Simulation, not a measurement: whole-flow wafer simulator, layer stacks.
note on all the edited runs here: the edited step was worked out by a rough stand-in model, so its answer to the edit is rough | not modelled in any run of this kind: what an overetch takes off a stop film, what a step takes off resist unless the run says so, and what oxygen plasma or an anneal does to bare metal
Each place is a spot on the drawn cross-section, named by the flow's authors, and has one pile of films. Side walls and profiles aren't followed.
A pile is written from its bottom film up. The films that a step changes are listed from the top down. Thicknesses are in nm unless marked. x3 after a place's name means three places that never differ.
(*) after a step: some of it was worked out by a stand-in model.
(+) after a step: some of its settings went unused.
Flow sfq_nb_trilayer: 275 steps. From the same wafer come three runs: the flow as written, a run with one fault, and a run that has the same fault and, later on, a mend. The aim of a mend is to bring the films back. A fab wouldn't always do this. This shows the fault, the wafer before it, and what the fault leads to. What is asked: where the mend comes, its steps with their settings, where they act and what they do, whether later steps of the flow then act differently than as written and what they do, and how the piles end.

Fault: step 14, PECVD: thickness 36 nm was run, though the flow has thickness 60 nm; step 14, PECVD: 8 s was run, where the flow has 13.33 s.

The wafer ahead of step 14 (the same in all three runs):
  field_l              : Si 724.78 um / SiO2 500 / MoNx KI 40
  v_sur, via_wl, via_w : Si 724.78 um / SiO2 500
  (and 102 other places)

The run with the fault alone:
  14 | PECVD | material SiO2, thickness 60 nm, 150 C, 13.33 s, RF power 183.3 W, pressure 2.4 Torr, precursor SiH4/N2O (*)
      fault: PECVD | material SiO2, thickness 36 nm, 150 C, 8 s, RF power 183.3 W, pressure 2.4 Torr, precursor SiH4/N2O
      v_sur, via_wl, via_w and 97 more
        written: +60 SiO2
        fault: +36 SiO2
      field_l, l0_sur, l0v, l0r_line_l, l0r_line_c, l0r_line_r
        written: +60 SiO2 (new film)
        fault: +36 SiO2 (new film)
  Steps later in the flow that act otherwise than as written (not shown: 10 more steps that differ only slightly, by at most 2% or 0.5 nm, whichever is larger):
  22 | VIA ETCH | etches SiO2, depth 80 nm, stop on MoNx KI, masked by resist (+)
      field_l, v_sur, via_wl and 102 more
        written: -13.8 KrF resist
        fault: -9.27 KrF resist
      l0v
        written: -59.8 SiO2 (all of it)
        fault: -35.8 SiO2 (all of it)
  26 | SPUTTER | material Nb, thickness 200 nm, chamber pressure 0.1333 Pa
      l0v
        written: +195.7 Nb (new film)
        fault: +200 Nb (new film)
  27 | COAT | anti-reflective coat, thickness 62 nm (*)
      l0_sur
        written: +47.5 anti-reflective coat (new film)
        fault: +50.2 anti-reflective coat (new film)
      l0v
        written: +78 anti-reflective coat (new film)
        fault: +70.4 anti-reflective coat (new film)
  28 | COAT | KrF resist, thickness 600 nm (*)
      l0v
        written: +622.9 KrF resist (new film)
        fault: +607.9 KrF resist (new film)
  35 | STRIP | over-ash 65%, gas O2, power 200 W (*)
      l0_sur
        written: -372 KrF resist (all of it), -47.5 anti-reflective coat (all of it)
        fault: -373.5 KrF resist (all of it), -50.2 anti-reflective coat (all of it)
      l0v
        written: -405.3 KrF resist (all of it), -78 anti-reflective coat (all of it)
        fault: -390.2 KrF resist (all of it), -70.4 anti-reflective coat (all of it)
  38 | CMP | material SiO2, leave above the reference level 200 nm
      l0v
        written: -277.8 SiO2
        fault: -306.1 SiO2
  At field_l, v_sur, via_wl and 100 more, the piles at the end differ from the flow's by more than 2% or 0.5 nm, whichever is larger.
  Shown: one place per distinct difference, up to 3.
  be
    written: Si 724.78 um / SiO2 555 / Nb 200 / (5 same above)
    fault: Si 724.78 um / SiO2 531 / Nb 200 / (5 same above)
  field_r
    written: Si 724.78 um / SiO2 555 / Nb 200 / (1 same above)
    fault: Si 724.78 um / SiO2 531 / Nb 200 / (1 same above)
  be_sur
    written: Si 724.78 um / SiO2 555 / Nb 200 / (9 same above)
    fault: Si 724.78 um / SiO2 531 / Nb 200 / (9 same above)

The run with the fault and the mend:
  The mend follows step 20.
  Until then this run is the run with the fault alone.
  20a | STRIP | over-ash 65%, gas O2, power 200 W (*)
      p4_fl x3, p4_w1 x9, p4_g1 x2 and 59 more
        -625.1 KrF resist (all of it), -62 anti-reflective coat (all of it)
      jj_sur, ce_l, c5j, ce_r, sp_r, be_r, r_sur
        -632 KrF resist (all of it), -63.7 anti-reflective coat (all of it)
      gap, res, r_end
        -632.1 KrF resist (all of it), -63.7 anti-reflective coat (all of it)
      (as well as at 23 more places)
  20b | PECVD | material SiO2, thickness 24 nm, 150 C, 5.333 s, RF power 183.3 W, pressure 2.4 Torr, precursor SiH4/N2O (the flow's step 14, run once more with other settings)
      field_l, v_sur, via_wl and 103 more
        +24 SiO2
  20c | COAT | anti-reflective coat, thickness 62 nm (*) (the flow's step 15, run once more)
      p4_fl x3, p4_w1 x9, p4_g1 x2 and 59 more
        +62 anti-reflective coat (new film)
      be_sur, gap, jj_sur and 8 more
        +63.7 anti-reflective coat (new film)
      wire, be, moat, field_r, lsp_l
        +63.8 anti-reflective coat (new film)
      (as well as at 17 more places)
  20d | COAT | KrF resist, thickness 650 nm (*) (the flow's step 16, run once more)
      p4_fl x3, p4_w1 x9, p4_g1 x2 and 59 more
        +650 KrF resist (new film)
      jj_sur, ce_l, c5j, ce_r, sp_r, be_r, r_sur
        +656.9 KrF resist (new film)
      v_sur, via_wr
        +659.5 KrF resist (new film)
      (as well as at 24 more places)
  20e | SOFTBAKE | KrF resist (the flow's step 17, run once more)
      leaves every film unchanged at each place that is followed
  20f | EXPOSE | photomask L0V, dose 12.41 mJ/cm2, NA 0.6, wavelength 248 nm (*) (the flow's step 18, run once more)
      leaves every film unchanged at each place that is followed
  20g | PEB | KrF resist, 90 s (the flow's step 19, run once more)
      p4_fl x3, p4_w1 x9, p4_g1 x2 and 59 more
        -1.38 KrF resist
      via_v, wire, be and 15 more
        -1.39 KrF resist
      v_sur, via_w, via_wr, via_sp, lsp_m, ln_m6, lsp_r
        -1.4 KrF resist
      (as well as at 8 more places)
  20h | DEVELOP | KrF resist, thickness 650 nm, 60 s (the flow's step 20, run once more)
      field_l, v_sur, via_wl and 102 more
        -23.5 KrF resist
      l0v
        -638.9 KrF resist (all of it)
  Later steps of the flow that are run all act as written at every place that is followed, up to a difference of at most 2% or 0.5 nm, whichever is larger.
  By the end, the piles equal the flow's at every place that both follow.
